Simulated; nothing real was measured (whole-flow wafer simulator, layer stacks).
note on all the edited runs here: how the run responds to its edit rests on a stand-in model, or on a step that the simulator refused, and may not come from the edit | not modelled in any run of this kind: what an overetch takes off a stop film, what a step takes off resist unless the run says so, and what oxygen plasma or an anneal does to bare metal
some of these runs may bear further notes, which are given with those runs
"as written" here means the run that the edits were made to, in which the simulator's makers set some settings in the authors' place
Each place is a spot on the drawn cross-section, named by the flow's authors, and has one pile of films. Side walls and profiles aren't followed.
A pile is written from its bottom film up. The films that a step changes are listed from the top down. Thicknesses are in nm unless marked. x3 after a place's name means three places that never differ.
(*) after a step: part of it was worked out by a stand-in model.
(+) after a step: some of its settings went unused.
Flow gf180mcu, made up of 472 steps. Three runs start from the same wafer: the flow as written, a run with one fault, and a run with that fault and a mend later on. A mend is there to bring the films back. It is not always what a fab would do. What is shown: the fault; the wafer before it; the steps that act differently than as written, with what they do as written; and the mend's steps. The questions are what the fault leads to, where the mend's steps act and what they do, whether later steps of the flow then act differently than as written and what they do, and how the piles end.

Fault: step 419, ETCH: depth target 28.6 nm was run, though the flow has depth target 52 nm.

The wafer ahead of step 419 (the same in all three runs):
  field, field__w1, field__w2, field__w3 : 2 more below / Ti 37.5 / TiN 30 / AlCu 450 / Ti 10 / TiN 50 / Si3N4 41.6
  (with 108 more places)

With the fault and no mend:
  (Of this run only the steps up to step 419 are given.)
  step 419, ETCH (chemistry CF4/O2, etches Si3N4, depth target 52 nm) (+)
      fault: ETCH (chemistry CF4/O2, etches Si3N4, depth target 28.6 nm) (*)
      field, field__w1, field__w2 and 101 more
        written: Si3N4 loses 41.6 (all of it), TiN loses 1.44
        fault: Si3N4 loses 28.6
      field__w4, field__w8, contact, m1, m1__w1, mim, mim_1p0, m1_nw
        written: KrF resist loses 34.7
        fault: KrF resist loses 19.1
  After step 419, at field, field__w1, field__w2 and 102 more, the piles differ from the flow's by more than 2% or 0.5 nm, whichever is larger.
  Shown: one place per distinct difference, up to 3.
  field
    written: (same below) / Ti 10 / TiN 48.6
    fault: (same below) / Ti 10 / TiN 50 / Si3N4 13
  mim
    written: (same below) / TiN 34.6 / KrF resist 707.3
    fault: (same below) / TiN 34.6 / KrF resist 722.9

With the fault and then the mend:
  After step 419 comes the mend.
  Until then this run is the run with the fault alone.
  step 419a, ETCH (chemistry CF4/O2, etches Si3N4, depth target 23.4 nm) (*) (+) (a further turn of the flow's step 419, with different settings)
      field, field__w1, field__w2 and 101 more
        Si3N4 loses 13 (all of it), TiN loses 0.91
      field__w4, field__w8, contact, m1, m1__w1, mim, mim_1p0, m1_nw
        KrF resist loses 13
  None of the later steps of the flow differs from how it acts as written, at any place that is followed, by more than 2% or 0.5 nm, whichever is larger.
  The piles end the same as the flow's at every place that both follow.
